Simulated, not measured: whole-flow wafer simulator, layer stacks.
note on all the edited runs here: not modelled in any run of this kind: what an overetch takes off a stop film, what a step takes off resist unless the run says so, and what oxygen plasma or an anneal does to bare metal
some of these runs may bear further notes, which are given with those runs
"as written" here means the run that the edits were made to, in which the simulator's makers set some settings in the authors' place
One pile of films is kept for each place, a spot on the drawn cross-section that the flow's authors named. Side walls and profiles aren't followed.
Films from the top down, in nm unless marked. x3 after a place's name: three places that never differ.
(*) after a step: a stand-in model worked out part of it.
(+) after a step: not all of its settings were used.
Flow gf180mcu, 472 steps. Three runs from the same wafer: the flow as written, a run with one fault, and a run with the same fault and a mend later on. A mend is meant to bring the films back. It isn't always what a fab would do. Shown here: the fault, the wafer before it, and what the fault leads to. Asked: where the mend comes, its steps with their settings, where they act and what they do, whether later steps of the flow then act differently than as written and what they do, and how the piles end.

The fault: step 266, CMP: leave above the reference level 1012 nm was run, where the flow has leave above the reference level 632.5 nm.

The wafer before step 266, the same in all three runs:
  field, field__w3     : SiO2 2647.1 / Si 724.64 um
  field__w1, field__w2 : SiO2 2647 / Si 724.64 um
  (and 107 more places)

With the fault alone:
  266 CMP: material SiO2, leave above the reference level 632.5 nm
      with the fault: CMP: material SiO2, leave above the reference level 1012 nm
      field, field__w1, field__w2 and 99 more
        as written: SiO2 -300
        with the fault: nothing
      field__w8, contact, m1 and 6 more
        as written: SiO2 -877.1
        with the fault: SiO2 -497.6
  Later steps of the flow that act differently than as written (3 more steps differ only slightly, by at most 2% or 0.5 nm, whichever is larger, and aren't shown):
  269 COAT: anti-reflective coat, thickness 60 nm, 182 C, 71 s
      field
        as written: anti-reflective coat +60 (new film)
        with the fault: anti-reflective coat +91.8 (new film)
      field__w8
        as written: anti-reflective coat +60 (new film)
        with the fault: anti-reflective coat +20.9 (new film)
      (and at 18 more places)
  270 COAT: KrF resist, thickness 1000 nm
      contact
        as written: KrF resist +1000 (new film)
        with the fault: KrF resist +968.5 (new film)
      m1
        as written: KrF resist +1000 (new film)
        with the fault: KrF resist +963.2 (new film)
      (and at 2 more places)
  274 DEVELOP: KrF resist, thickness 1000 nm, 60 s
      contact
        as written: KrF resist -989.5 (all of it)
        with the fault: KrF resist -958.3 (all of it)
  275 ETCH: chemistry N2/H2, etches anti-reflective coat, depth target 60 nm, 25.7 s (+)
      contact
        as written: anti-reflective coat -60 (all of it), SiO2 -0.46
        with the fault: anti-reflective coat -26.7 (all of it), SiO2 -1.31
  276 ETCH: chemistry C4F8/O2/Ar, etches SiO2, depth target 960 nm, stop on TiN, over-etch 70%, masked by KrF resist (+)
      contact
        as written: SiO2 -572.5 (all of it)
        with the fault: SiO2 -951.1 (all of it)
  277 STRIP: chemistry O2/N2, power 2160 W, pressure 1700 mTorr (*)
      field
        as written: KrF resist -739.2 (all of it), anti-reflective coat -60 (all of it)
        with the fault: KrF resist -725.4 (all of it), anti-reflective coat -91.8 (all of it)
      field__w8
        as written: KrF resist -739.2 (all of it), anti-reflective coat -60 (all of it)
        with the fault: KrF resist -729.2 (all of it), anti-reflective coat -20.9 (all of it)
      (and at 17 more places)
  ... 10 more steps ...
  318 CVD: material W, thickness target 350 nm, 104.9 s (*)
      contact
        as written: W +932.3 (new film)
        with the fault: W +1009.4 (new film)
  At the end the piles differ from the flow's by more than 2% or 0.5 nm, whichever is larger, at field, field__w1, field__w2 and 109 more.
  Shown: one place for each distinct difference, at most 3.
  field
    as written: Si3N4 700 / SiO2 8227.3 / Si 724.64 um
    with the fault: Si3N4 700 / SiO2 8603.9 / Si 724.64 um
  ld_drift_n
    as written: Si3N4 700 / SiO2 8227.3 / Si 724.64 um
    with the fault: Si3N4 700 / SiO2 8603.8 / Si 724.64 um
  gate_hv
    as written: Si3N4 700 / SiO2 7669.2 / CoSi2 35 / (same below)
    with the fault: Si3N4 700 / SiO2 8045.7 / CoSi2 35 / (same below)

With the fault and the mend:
  The mend comes after step 266.
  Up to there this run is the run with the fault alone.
  266a CMP: material SiO2, leave above the reference level 632.5 nm (the flow's step 266 once more)
      field, field__w1, field__w2 and 99 more
        SiO2 -300
      field__w8, contact, m1 and 6 more
        SiO2 -379.5
  No later step of the flow acts differently than as written at any place that is followed.
  At the end the piles are the same as the flow's at every place that both follow.
